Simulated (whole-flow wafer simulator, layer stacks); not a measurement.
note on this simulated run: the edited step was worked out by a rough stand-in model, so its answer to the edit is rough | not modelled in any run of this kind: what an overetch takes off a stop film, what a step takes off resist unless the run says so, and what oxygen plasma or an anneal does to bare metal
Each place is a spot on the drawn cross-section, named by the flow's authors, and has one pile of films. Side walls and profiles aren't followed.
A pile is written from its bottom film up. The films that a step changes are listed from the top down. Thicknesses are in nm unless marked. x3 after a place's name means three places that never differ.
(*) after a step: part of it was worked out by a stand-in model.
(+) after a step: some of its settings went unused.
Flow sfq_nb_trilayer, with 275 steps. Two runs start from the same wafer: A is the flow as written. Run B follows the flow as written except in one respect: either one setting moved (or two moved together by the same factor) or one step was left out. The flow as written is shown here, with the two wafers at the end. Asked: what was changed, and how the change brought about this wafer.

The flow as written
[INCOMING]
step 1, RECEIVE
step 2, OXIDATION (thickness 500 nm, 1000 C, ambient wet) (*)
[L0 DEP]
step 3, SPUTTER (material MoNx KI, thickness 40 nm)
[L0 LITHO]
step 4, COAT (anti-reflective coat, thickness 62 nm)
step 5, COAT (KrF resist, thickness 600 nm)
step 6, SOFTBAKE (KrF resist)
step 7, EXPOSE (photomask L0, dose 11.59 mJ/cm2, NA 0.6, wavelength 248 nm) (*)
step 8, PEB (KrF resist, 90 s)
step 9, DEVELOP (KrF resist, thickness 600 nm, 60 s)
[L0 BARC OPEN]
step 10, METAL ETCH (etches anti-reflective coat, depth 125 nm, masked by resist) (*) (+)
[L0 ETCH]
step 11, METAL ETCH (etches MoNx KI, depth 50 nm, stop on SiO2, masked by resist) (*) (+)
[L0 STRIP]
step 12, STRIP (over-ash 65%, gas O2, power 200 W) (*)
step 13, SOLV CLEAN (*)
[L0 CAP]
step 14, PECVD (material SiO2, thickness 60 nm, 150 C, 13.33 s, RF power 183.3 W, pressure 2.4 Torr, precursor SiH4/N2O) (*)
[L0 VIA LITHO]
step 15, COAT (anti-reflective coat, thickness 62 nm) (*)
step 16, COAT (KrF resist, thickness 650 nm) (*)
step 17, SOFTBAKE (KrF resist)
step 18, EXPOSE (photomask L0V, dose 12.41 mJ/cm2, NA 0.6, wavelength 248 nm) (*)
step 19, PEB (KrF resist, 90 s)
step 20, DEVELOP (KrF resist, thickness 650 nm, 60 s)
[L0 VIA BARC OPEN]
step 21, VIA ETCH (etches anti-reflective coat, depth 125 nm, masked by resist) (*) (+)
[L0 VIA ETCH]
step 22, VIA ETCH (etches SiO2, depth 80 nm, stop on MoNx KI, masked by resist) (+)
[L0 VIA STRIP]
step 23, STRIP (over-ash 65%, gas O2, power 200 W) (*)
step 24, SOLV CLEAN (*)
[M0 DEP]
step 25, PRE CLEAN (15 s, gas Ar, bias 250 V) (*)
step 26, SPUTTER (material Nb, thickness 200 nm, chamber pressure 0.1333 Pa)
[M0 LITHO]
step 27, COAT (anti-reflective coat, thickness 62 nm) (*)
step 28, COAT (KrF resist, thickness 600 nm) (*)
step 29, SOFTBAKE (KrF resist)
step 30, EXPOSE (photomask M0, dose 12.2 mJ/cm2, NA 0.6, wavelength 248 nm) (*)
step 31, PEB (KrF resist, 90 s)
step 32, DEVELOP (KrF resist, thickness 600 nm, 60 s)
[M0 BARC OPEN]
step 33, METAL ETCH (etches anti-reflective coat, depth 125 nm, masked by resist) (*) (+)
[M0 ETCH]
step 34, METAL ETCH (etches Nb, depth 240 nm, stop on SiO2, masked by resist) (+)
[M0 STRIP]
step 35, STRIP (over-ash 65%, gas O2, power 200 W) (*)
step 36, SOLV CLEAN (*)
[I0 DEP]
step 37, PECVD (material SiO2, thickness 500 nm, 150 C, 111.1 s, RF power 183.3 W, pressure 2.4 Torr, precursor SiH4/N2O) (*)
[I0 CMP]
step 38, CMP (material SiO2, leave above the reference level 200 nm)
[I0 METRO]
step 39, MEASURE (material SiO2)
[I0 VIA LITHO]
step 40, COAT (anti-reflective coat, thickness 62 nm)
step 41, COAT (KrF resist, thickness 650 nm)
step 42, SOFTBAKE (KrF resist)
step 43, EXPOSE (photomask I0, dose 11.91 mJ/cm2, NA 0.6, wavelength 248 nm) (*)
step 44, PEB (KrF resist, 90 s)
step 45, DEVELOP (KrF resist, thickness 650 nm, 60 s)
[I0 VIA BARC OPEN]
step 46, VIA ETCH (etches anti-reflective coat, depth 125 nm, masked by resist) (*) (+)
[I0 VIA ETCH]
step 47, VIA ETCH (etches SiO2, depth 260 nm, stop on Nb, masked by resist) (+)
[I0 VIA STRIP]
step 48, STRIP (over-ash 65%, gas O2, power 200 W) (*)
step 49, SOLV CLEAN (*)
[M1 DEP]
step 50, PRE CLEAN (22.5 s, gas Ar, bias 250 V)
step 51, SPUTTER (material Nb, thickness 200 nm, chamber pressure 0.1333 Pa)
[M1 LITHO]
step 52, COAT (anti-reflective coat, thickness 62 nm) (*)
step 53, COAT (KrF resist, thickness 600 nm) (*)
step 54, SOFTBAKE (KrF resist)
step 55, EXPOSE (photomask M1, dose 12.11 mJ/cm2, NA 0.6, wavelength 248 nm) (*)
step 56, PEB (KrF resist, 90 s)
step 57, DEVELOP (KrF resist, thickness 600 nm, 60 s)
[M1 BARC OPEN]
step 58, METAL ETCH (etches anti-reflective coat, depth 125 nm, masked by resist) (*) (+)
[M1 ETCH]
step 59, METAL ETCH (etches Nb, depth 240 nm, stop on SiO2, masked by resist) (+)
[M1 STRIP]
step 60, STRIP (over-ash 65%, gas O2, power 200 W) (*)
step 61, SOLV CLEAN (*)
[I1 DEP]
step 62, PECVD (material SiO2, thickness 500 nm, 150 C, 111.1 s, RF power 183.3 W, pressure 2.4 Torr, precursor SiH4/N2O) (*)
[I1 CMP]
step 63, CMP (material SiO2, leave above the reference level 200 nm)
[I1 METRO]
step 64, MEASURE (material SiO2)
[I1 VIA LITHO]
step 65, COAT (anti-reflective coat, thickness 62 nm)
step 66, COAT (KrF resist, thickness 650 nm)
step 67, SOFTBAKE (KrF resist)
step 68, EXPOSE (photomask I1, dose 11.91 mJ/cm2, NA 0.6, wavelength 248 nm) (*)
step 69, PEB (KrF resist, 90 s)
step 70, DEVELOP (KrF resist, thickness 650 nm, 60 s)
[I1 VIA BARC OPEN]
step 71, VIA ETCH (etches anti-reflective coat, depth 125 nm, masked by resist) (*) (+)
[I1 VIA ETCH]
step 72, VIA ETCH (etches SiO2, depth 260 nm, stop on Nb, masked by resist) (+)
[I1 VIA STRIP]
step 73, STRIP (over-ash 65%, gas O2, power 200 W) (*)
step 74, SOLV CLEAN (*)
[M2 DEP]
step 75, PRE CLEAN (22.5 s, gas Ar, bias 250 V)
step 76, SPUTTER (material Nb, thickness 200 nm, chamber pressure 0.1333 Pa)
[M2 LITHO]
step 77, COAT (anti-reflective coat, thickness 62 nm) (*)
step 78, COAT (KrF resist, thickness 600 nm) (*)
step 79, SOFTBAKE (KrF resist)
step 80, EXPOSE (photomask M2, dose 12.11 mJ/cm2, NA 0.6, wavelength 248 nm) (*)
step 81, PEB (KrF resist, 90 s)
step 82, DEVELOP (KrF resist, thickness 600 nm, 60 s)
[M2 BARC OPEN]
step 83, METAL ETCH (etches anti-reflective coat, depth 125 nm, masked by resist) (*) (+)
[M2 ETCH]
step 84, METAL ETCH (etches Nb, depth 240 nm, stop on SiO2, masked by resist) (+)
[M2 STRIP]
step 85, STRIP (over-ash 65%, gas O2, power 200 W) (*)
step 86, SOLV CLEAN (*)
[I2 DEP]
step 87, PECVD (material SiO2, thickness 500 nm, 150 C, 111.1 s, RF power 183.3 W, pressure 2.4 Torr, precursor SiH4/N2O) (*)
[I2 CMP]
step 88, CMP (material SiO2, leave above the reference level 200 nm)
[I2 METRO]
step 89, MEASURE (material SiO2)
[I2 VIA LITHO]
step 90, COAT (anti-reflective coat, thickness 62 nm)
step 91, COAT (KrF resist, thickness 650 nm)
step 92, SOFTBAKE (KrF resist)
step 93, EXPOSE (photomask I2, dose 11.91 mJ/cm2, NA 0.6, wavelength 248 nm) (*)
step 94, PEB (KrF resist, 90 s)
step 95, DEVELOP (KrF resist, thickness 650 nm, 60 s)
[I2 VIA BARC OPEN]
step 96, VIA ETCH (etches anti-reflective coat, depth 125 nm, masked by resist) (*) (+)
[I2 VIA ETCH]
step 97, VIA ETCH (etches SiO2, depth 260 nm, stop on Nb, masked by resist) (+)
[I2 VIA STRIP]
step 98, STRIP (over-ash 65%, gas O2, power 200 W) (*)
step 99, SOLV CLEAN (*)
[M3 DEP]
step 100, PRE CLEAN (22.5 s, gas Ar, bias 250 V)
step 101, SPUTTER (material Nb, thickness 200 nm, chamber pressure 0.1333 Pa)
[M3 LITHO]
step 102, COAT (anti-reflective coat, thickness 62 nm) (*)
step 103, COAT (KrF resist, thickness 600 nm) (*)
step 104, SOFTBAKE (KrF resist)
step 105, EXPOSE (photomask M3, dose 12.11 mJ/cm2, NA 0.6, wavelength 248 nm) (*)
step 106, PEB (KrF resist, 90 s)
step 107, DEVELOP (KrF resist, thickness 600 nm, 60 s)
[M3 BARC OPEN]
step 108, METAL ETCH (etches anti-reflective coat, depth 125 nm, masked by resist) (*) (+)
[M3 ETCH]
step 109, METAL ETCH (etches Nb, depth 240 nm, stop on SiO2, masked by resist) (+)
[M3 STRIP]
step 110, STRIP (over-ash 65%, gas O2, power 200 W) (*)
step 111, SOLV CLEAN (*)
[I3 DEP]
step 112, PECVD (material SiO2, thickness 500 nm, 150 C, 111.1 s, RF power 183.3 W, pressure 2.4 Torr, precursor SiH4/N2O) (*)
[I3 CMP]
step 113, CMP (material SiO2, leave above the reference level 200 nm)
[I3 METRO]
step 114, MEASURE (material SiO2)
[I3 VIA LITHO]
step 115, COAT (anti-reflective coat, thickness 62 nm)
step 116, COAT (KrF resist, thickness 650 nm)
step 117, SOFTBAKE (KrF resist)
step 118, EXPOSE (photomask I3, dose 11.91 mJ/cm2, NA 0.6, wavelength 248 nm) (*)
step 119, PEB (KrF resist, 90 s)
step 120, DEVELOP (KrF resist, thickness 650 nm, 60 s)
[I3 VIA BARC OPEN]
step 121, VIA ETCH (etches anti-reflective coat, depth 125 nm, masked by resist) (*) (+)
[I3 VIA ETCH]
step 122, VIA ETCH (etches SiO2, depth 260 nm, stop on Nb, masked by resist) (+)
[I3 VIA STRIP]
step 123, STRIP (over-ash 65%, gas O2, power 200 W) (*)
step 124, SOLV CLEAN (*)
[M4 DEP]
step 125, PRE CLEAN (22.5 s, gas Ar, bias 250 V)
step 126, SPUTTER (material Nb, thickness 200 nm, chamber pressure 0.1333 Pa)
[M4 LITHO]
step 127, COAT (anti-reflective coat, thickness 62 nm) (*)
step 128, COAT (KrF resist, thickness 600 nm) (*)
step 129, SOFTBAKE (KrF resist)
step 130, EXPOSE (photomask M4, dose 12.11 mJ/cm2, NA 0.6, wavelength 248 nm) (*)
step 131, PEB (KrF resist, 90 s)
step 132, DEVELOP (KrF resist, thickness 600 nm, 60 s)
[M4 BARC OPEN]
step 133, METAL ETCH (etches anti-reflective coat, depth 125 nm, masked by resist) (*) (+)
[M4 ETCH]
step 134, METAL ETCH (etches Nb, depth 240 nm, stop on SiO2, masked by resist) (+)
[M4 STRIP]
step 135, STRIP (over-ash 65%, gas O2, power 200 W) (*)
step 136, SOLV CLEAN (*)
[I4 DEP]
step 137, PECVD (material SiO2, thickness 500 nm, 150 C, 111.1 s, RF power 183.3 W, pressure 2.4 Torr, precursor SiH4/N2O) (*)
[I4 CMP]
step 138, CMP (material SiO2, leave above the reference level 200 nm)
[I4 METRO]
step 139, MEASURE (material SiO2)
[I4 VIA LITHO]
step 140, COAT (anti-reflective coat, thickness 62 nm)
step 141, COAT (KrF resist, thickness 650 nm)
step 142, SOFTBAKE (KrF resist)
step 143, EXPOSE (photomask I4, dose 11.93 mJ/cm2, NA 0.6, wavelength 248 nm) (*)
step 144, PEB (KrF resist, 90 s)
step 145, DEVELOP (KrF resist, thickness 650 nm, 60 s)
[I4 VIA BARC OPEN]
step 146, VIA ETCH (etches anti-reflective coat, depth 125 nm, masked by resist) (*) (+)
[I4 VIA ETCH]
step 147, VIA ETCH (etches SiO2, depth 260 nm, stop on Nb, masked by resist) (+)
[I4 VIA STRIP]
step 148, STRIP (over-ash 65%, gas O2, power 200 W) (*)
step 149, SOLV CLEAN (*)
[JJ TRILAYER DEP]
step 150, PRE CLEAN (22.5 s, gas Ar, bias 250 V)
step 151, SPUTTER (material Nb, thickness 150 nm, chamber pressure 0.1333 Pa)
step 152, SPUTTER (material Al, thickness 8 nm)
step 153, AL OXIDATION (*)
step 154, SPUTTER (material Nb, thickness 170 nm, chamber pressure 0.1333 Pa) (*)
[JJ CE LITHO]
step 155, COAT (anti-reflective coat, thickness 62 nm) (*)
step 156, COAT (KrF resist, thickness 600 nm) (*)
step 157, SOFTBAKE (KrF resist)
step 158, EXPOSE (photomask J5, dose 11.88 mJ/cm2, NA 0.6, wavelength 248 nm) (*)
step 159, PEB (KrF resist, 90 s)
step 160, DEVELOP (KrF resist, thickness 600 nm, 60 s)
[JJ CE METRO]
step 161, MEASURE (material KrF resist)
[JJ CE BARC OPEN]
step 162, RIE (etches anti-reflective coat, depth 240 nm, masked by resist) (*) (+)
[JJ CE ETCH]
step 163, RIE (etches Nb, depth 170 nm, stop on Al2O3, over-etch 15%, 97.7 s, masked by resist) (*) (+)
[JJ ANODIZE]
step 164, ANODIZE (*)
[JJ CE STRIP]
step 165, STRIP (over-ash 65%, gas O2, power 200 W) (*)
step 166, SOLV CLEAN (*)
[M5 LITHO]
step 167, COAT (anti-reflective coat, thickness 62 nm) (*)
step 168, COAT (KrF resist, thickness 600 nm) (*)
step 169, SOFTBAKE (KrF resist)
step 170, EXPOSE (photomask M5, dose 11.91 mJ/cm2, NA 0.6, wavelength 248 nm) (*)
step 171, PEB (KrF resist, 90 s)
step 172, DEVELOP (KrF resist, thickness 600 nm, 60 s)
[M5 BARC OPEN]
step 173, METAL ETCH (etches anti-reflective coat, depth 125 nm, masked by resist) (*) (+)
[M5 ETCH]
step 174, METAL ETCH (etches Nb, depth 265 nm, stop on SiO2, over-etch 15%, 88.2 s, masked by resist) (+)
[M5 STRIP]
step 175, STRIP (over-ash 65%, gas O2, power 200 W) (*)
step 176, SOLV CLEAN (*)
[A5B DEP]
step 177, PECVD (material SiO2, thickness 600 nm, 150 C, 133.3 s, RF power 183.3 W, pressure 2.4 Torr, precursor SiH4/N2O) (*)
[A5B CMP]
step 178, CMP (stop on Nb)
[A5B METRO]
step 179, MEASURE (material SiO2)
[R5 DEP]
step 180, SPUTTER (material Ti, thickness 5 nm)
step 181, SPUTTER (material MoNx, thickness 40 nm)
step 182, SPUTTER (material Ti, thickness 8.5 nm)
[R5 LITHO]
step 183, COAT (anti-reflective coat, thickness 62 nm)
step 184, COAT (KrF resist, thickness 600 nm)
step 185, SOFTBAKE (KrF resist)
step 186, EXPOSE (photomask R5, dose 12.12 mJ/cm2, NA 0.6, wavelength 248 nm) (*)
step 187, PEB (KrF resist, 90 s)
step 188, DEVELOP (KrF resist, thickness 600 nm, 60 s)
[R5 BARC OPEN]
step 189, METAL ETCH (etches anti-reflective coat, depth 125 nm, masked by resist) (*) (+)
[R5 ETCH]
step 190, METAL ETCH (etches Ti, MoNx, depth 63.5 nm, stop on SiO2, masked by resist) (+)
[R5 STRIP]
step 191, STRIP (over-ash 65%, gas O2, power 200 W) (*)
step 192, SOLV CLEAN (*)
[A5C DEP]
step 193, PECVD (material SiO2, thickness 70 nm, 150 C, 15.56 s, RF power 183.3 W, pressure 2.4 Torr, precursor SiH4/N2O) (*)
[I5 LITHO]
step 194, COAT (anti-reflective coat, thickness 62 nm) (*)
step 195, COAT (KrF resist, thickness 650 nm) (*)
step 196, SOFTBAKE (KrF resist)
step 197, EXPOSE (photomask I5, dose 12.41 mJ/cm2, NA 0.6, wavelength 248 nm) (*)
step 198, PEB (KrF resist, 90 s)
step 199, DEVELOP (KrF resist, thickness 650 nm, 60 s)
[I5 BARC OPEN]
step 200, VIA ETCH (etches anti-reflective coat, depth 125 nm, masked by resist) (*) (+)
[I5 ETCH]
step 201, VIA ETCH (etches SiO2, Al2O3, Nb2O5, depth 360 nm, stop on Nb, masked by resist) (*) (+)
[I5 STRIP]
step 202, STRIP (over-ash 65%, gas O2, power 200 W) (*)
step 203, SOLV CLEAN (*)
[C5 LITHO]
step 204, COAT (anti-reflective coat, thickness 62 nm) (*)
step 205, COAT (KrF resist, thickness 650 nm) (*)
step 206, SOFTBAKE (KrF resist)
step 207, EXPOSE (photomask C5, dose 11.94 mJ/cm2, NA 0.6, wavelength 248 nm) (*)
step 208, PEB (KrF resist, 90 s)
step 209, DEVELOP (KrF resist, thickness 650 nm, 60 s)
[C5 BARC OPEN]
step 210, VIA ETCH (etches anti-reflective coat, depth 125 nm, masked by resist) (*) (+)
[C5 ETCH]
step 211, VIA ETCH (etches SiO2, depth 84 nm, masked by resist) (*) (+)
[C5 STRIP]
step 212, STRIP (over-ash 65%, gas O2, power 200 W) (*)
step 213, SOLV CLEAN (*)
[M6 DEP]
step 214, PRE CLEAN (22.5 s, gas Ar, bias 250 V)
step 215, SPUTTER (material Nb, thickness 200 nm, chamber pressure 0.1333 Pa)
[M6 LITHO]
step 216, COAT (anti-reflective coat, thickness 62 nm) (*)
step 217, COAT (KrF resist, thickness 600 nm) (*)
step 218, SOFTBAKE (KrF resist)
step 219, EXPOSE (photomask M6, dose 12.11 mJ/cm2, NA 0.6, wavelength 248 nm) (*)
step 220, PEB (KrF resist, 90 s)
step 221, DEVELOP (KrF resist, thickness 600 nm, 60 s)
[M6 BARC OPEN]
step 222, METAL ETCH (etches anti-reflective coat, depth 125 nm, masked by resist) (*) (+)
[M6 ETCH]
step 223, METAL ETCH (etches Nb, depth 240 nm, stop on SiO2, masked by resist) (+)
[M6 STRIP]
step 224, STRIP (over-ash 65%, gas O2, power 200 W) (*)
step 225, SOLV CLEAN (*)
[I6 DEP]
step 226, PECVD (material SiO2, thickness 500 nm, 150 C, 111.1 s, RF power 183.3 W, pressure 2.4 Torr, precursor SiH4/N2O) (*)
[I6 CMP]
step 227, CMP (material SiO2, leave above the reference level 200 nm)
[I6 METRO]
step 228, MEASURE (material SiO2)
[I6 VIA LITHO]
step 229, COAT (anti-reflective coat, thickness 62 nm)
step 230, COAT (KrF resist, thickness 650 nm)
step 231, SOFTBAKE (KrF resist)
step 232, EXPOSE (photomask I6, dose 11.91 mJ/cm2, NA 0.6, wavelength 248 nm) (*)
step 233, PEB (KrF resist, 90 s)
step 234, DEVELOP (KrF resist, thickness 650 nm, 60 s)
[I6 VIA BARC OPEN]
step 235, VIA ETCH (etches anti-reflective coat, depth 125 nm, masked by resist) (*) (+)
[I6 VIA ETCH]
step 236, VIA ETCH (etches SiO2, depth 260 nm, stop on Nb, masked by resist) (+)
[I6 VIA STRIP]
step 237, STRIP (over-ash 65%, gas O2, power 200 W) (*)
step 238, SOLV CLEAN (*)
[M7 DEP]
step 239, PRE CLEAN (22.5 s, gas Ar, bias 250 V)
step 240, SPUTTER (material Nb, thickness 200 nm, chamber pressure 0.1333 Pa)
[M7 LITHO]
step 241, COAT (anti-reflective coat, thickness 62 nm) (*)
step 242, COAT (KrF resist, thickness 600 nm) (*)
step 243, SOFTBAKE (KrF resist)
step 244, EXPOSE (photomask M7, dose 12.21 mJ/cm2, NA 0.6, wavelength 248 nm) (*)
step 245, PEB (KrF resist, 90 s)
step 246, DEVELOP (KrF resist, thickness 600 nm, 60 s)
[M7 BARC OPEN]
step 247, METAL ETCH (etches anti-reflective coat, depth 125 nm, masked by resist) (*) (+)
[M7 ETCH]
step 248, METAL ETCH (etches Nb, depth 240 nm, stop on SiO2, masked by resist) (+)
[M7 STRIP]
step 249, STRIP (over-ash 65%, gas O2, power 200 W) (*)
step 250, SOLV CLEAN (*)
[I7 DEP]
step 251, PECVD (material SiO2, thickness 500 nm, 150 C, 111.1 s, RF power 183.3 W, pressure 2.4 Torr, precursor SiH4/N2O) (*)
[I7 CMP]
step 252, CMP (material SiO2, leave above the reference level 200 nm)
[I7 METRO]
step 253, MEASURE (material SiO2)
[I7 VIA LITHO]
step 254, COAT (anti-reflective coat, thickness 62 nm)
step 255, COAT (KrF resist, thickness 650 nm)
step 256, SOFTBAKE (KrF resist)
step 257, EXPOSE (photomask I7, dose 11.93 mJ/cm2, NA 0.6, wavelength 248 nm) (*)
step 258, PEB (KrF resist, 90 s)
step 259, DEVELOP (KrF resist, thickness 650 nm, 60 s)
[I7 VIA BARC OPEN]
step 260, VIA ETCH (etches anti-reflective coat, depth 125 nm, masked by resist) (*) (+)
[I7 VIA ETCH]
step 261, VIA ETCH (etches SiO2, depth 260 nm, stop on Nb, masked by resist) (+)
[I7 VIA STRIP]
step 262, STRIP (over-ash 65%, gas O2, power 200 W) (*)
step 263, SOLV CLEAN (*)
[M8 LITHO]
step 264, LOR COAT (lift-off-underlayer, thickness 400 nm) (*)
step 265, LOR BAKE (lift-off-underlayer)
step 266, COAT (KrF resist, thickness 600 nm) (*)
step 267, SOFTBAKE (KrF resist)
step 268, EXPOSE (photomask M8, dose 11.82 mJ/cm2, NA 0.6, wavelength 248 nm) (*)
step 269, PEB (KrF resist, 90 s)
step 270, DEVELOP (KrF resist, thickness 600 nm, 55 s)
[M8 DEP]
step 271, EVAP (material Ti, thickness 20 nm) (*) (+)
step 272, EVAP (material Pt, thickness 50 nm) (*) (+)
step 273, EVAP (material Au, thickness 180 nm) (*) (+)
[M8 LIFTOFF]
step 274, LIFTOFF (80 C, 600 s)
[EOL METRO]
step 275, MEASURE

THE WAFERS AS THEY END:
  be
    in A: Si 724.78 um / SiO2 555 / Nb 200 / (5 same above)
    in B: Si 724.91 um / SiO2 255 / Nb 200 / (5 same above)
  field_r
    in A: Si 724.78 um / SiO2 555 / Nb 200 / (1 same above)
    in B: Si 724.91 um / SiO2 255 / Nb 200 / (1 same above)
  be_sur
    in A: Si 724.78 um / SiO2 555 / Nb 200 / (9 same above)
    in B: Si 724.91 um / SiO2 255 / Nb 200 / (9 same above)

The reason: step 2, OXIDATION: thickness 200 nm was run, though the flow has thickness 500 nm.

How this came from the change, step by step:
  step 2, OXIDATION (thickness 500 nm, 1000 C, ambient wet) (*)
      field_l, v_sur, via_wl and 103 more: A SiO2 gains 500 (new film), chemical SiO2 loses 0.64 (all of it), Si loses 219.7 | B SiO2 gains 200 (new film), chemical SiO2 loses 0.64 (all of it), Si loses 87.7
